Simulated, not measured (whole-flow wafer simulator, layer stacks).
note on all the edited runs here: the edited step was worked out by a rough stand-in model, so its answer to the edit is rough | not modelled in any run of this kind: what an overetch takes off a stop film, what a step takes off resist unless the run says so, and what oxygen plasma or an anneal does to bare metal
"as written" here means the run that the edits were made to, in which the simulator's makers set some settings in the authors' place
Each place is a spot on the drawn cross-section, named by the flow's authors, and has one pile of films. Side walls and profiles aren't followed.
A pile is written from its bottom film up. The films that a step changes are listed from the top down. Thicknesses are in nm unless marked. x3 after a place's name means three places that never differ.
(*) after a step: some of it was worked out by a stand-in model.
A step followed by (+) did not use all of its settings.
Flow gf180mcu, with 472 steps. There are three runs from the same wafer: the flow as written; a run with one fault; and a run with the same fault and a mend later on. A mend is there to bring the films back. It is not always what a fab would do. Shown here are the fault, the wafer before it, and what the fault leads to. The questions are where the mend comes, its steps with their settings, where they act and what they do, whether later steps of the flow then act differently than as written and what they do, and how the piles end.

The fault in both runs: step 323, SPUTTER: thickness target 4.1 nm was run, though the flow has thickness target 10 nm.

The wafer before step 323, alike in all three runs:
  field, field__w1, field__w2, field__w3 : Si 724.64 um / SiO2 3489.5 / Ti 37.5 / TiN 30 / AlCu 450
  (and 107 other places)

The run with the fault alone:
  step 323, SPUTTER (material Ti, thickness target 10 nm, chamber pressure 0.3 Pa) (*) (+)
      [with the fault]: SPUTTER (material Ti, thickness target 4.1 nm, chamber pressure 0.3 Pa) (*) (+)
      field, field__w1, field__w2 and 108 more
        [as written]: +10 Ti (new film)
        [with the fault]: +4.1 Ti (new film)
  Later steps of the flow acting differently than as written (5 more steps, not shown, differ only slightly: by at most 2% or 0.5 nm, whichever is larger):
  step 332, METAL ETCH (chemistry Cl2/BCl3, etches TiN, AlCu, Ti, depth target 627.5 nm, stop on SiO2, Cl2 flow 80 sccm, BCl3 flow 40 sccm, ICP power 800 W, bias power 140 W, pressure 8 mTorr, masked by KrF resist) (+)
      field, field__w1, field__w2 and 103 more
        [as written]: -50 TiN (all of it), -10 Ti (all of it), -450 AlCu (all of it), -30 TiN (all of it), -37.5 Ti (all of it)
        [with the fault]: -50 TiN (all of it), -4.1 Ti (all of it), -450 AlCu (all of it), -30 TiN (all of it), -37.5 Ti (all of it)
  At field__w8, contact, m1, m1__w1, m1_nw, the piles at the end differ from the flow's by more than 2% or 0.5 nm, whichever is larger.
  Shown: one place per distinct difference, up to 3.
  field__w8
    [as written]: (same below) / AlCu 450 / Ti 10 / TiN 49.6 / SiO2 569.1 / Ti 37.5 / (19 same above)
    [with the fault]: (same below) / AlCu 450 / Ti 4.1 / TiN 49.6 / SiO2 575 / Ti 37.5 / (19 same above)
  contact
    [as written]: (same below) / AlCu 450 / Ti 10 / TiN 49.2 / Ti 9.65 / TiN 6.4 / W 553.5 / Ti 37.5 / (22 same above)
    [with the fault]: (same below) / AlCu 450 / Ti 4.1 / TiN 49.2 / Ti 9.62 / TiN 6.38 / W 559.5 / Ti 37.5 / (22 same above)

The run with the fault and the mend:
  The mend stands after step 323.
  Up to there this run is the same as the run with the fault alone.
  step 323a, SPUTTER (material Ti, thickness target 5.9 nm, chamber pressure 0.3 Pa) (*) (+) (a further turn of the flow's step 323, with different settings)
      field, field__w1, field__w2 and 108 more
        +5.9 Ti
  None of the later steps of the flow acts differently than as written at any place that is followed.
  By the end, the piles equal the flow's at every place that both follow.
